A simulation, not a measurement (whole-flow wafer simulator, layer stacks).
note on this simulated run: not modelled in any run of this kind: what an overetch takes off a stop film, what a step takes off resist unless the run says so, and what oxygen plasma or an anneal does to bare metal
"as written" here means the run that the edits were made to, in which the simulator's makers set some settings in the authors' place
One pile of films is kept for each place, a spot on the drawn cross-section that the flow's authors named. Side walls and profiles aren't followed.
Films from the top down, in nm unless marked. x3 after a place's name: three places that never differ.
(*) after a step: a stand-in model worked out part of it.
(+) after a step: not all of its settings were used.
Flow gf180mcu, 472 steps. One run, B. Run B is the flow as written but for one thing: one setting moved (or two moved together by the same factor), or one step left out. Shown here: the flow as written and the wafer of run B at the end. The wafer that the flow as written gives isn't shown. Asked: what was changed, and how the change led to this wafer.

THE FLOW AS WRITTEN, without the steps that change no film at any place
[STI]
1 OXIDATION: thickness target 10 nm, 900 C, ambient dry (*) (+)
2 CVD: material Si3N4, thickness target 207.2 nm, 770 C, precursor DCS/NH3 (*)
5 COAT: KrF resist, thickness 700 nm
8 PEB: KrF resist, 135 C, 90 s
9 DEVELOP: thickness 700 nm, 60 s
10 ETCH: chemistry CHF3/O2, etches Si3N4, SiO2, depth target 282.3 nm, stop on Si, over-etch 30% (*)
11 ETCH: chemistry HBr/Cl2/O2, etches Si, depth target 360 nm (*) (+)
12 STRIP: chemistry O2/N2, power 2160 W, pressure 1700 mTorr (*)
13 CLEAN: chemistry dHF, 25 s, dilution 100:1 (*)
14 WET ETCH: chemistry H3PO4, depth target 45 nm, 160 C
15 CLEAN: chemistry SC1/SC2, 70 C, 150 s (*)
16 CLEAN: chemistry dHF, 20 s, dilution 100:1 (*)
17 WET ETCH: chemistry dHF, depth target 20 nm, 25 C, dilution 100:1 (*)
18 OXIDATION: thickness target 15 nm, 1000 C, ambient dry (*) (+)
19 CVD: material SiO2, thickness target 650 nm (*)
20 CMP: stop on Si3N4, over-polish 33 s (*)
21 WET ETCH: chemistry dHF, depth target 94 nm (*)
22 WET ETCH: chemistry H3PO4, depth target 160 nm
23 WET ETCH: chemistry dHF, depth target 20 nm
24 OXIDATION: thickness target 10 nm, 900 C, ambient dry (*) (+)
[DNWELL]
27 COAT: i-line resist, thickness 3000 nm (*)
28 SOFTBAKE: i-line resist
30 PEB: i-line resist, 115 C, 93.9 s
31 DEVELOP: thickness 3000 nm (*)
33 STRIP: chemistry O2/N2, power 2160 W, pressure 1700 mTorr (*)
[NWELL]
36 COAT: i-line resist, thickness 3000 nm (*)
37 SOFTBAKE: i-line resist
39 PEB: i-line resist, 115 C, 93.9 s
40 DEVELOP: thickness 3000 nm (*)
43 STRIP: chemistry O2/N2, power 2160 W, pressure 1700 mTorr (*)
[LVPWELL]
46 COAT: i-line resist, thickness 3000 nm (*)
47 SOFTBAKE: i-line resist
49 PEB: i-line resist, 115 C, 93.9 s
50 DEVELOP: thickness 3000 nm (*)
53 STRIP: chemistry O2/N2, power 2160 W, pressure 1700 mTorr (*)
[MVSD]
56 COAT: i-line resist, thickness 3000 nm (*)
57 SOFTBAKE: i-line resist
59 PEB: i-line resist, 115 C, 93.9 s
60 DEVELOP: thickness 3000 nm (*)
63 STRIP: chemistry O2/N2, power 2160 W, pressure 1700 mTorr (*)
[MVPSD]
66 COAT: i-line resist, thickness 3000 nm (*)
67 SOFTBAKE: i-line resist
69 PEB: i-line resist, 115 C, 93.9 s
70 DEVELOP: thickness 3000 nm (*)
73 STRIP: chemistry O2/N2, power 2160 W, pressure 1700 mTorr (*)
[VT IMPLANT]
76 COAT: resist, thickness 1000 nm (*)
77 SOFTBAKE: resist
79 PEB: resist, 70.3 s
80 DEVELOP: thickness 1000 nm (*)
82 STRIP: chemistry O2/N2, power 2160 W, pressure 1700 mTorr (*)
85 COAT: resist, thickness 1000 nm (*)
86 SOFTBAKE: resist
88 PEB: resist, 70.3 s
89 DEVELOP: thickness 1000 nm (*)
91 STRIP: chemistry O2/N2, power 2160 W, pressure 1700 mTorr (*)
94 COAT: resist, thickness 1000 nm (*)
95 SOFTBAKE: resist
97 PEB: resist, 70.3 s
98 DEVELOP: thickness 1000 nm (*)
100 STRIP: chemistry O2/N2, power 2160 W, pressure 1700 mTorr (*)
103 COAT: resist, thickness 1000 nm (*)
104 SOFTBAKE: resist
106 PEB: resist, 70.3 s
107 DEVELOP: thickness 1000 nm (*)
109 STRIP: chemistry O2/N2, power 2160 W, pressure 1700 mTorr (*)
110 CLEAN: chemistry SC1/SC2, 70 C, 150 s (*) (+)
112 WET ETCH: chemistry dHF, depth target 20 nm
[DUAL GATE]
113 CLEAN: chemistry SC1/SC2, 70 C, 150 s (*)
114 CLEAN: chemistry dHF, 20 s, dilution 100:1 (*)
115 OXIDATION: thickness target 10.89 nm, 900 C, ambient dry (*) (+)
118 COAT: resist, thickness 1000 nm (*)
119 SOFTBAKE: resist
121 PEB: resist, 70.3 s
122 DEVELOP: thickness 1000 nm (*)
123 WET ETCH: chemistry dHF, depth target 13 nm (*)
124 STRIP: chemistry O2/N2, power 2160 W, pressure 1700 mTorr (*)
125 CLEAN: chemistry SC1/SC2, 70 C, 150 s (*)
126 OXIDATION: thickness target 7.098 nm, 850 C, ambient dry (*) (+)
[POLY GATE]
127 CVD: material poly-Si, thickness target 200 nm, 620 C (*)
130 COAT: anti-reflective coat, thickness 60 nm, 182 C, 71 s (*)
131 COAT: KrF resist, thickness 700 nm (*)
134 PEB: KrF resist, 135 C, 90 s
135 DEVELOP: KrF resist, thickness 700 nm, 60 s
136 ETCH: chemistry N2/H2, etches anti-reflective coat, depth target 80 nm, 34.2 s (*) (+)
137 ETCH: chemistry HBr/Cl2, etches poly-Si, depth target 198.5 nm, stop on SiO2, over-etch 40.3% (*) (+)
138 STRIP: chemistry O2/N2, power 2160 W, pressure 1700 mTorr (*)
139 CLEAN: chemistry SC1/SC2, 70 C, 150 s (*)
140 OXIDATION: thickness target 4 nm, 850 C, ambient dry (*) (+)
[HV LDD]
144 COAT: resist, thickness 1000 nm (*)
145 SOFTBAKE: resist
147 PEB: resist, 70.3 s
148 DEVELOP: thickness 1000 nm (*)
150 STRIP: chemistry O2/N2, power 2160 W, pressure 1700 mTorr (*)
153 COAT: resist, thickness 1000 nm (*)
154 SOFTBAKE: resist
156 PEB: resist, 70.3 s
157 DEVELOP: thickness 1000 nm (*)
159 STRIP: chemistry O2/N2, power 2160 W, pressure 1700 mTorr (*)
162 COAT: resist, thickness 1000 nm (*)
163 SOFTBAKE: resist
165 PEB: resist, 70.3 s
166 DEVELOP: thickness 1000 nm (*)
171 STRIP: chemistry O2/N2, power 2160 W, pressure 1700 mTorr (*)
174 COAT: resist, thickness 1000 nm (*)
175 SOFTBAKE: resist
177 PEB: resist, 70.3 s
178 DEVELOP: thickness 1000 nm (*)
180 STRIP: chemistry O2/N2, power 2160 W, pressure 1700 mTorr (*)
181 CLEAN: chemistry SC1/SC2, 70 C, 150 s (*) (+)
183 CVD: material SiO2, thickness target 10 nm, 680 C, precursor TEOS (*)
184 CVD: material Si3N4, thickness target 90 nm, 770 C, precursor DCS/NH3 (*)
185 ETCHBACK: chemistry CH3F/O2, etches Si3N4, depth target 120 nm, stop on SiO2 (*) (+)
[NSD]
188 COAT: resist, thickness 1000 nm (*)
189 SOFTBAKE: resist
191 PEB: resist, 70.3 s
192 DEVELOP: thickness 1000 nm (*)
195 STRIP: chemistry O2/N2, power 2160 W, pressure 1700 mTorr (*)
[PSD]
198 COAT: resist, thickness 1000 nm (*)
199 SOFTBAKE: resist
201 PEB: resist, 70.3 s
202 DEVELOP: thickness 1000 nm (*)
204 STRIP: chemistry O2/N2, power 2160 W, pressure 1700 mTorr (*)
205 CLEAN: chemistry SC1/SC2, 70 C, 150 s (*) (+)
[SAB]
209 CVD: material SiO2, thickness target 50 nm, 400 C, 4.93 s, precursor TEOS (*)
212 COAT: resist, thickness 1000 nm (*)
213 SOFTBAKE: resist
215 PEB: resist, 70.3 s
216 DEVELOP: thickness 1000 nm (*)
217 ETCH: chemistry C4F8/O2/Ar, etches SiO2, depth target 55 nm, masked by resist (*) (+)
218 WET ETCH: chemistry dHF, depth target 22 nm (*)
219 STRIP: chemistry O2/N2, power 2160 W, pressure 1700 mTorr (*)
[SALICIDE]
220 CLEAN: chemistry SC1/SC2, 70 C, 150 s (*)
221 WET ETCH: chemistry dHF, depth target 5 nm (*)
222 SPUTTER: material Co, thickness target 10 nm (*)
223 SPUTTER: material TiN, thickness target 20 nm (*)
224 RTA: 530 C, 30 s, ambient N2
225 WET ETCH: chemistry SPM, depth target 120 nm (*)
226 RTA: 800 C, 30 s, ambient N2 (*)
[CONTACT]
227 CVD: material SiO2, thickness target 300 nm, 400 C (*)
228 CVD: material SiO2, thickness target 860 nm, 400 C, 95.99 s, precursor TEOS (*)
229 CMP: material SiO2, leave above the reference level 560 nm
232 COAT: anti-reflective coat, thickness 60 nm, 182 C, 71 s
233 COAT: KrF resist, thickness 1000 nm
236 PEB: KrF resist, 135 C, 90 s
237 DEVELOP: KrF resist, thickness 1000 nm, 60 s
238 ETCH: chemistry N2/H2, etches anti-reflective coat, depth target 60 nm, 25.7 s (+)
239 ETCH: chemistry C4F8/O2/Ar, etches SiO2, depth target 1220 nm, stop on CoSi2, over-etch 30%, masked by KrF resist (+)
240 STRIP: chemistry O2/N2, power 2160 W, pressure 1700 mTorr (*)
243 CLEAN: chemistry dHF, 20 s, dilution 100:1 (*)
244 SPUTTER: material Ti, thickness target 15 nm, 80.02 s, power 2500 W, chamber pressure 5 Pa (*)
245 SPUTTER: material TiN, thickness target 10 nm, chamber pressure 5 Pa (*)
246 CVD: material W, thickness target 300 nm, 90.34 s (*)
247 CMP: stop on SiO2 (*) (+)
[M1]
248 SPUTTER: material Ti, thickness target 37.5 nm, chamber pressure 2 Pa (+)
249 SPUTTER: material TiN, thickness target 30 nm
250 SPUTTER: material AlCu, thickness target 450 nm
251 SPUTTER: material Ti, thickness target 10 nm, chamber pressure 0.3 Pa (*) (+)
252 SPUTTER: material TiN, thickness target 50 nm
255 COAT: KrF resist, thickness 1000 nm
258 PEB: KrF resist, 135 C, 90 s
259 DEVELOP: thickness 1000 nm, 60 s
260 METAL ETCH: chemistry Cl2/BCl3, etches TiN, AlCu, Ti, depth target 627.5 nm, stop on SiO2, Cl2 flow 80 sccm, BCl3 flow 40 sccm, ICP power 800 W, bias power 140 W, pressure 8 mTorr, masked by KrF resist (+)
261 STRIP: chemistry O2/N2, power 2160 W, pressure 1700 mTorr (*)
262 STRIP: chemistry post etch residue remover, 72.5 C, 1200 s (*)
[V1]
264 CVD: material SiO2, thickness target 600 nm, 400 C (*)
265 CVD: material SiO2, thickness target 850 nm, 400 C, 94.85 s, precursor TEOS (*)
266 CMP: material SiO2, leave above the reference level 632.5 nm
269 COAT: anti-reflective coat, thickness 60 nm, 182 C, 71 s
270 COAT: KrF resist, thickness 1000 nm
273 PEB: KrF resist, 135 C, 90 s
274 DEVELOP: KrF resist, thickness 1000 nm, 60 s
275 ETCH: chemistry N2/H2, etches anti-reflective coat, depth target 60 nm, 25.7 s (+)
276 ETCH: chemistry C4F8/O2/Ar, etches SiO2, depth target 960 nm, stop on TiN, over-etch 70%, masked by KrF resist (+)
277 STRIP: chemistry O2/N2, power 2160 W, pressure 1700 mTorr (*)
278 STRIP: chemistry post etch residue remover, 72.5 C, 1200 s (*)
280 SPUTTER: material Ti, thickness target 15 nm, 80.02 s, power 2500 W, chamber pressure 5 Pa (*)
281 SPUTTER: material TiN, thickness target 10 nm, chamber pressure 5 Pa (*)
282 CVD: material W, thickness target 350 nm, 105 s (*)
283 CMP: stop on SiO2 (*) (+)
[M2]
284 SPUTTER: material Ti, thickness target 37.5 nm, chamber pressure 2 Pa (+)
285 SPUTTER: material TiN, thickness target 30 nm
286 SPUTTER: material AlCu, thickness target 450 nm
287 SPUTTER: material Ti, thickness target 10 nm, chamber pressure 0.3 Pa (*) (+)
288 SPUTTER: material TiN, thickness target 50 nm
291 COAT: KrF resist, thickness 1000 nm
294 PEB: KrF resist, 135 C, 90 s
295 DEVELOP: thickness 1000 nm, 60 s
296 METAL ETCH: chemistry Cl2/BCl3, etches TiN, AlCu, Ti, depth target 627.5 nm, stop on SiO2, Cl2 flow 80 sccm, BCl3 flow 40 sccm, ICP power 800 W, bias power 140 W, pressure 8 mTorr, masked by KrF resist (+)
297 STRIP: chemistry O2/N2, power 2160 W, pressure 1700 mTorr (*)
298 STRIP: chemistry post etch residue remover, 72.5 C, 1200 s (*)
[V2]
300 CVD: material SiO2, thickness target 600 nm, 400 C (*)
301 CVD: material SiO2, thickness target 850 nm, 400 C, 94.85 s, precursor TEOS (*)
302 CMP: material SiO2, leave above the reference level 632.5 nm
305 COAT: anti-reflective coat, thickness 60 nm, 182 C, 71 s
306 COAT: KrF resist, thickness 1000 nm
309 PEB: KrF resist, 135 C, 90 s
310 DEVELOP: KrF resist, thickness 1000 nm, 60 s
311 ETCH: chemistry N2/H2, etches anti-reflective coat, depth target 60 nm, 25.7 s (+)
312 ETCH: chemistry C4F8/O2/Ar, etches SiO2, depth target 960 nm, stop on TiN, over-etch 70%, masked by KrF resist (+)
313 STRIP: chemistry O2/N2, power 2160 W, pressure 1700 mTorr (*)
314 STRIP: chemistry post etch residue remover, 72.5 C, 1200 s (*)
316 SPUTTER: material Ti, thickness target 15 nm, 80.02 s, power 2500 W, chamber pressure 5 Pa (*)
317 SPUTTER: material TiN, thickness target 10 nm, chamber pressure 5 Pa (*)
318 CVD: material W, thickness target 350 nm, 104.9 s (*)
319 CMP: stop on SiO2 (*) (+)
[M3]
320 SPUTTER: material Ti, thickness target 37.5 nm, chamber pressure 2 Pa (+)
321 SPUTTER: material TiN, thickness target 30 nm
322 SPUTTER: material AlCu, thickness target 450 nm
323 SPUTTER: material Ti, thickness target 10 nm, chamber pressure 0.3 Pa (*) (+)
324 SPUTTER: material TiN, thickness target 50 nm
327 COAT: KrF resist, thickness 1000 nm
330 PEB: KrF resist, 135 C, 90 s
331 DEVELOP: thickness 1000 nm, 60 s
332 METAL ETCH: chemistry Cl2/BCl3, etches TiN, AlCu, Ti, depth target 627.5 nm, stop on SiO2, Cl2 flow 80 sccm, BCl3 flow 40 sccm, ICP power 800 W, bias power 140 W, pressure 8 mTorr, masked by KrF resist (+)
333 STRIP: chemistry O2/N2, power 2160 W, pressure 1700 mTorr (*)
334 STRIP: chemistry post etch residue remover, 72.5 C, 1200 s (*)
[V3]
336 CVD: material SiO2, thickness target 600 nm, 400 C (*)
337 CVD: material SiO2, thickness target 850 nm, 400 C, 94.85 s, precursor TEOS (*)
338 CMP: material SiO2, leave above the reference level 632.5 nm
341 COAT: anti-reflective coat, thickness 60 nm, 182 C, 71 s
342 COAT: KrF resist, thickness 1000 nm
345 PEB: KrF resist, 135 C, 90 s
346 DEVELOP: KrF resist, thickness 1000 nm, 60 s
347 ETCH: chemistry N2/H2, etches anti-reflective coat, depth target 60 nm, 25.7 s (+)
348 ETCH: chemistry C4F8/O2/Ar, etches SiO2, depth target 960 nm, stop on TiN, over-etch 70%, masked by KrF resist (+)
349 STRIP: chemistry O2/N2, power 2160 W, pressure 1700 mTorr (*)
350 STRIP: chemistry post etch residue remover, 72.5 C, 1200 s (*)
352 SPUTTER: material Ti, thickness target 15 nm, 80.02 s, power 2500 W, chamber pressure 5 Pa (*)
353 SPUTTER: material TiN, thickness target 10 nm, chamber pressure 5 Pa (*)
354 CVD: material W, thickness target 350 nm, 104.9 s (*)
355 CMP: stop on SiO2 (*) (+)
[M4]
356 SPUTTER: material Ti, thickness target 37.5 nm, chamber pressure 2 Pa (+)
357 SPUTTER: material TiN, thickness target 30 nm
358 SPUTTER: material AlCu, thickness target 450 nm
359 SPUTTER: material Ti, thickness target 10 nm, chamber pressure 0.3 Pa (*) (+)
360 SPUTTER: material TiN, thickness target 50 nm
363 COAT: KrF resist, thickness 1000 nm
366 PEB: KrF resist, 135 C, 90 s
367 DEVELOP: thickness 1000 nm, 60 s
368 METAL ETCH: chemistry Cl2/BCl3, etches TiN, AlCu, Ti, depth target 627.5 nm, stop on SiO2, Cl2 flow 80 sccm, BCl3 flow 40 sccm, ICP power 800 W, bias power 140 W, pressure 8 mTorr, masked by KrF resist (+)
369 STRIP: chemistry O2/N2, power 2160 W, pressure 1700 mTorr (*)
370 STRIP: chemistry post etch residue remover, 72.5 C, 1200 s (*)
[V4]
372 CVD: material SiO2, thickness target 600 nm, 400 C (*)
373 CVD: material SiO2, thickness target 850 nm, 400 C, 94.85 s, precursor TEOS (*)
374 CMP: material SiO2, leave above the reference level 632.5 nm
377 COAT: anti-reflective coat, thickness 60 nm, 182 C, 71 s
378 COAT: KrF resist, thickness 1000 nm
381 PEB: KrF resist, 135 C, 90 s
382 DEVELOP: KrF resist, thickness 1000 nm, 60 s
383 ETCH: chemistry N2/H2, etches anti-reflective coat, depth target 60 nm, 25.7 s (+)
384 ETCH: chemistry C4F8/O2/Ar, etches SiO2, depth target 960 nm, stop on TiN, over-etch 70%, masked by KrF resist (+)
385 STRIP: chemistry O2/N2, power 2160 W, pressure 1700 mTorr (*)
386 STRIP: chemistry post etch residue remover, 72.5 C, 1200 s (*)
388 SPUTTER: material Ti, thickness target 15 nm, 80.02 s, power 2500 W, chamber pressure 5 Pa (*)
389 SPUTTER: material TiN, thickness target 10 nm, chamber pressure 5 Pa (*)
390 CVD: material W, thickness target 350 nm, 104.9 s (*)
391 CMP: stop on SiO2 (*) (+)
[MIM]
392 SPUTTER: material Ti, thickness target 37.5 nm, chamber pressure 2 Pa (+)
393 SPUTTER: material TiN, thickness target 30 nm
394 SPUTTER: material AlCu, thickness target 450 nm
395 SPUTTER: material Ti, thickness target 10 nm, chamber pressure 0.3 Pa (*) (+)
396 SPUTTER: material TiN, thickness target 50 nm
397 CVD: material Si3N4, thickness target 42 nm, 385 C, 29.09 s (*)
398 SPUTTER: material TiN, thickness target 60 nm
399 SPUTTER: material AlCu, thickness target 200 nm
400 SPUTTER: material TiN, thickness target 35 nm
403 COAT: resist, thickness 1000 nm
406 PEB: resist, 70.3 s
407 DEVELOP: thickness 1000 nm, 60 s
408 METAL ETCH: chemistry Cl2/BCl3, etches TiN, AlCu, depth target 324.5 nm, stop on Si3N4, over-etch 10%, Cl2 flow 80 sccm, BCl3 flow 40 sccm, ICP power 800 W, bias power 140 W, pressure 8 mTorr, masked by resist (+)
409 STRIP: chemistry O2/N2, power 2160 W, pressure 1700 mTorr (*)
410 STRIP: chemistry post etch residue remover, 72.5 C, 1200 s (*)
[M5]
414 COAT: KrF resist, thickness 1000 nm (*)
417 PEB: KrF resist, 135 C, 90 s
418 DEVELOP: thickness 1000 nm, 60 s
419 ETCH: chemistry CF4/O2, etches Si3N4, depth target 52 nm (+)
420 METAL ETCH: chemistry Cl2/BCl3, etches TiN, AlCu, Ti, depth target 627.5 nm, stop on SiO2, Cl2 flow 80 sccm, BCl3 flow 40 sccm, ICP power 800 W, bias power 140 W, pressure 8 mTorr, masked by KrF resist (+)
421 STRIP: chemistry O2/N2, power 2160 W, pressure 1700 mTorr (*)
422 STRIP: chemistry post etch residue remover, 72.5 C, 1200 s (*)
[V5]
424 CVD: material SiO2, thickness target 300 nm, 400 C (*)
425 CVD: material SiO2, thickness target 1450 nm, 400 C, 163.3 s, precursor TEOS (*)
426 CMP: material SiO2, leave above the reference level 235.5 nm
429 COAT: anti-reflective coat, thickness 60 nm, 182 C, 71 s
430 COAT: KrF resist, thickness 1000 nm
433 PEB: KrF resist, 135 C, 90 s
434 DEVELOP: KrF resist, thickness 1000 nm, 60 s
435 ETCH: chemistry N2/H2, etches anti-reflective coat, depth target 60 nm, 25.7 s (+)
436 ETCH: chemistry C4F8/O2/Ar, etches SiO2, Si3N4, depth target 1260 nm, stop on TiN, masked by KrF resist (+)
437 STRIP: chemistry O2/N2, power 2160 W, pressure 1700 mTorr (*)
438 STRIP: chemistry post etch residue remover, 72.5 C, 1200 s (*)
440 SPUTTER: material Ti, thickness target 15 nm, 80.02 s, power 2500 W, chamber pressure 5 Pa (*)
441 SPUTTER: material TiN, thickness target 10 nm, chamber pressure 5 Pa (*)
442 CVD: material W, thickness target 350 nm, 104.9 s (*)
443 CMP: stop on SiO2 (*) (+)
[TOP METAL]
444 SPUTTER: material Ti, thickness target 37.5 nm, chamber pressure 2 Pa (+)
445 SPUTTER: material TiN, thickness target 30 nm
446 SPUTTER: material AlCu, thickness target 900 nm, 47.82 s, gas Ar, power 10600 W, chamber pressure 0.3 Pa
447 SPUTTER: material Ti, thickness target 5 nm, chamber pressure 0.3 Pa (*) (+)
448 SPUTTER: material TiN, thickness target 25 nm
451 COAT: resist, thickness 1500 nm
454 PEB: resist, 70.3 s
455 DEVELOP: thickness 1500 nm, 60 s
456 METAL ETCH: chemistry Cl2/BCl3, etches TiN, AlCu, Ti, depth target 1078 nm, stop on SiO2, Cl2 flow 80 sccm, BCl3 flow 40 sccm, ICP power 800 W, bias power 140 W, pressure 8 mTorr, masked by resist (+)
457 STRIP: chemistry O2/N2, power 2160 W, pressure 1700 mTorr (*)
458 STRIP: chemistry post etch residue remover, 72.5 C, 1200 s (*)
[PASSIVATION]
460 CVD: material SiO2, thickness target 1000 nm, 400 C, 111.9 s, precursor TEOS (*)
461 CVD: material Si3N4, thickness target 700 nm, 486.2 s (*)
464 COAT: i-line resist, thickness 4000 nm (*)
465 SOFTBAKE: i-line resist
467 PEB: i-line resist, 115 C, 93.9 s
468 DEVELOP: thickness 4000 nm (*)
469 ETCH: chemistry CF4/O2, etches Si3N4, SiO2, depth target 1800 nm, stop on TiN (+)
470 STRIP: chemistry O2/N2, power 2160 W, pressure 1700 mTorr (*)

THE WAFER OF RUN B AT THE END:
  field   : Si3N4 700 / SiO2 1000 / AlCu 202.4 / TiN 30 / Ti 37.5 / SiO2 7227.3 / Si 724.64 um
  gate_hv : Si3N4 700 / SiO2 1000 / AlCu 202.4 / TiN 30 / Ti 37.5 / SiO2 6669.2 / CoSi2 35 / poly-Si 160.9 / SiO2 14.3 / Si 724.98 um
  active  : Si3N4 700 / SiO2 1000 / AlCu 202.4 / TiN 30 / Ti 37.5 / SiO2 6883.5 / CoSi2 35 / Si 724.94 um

The cause: step 456, METAL ETCH: depth target 721.9 nm was run, where the flow has depth target 1078 nm.

How the change led to this, step by step:
  456 METAL ETCH: chemistry Cl2/BCl3, etches TiN, AlCu, Ti, depth target 1078 nm, stop on SiO2, Cl2 flow 80 sccm, BCl3 flow 40 sccm, ICP power 800 W, bias power 140 W, pressure 8 mTorr, masked by resist (+)
      field, field__w1, field__w2 and 103 more: TiN -25 (all of it), Ti -5 (all of it), AlCu -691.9 (as written it would be: TiN -25 (all of it), Ti -5 (all of it), AlCu -900 (all of it), TiN -30 (all of it), Ti -37.5 (all of it))
      field__w8, contact, m1, m1__w1, pad, m1_nw: resist -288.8 (as written it would be: resist -431)
  457 STRIP: chemistry O2/N2, power 2160 W, pressure 1700 mTorr (*)
      field__w8, contact, m1, m1__w1, pad, m1_nw: resist -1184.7 (all of it) (as written it would be: resist -1042.5 (all of it))
  458 STRIP: chemistry post etch residue remover, 72.5 C, 1200 s (*)
      field, field__w1, field__w2 and 103 more: AlCu -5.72 (as written it would be: nothing)
  460 CVD: material SiO2, thickness target 1000 nm, 400 C, 111.9 s, precursor TEOS (*)
      field, field__w1, field__w2 and 103 more: SiO2 +1000 (new film) (as written it would be: SiO2 +1000)
  464 COAT: i-line resist, thickness 4000 nm (*)
      field__w8: i-line resist +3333 (new film) (as written it would be: i-line resist +3093.1 (new film))
      contact: i-line resist +3369.1 (new film) (as written it would be: i-line resist +3153.6 (new film))
      (and at 4 more places)
  465 SOFTBAKE: i-line resist
      gate: i-line resist -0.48 (as written it would be: i-line resist +1.79)
      field__w11, field__w13: i-line resist +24 (as written it would be: i-line resist +37.6)
      (and at 66 more places)
  467 PEB: i-line resist, 115 C, 93.9 s
      field__w8, m1__w1: i-line resist -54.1 (as written it would be: i-line resist -49.2)
      contact, m1: i-line resist -54.4 (as written it would be: i-line resist -49.6)
      (and at 2 more places)
  468 DEVELOP: thickness 4000 nm (*)
      pad: i-line resist -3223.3 (all of it) (as written it would be: i-line resist -2960.4 (all of it))
  470 STRIP: chemistry O2/N2, power 2160 W, pressure 1700 mTorr (*)
      field__w8, m1__w1: i-line resist -2034.6 (all of it) (as written it would be: i-line resist -1775.9 (all of it))
      contact: i-line resist -2048.2 (all of it) (as written it would be: i-line resist -1798.3 (all of it))
      (and at 2 more places)
Counting metal films that touch as one body, field has 1 body; the flow as written gives 0 bodies.
Counting metal films that touch as one body, gate_hv has 2 bodies (between them, from the top down: SiO2 6669.2); the flow as written gives 1 body.
Counting metal films that touch as one body, active has 2 bodies (between them, from the top down: SiO2 6883.5); the flow as written gives 1 body.
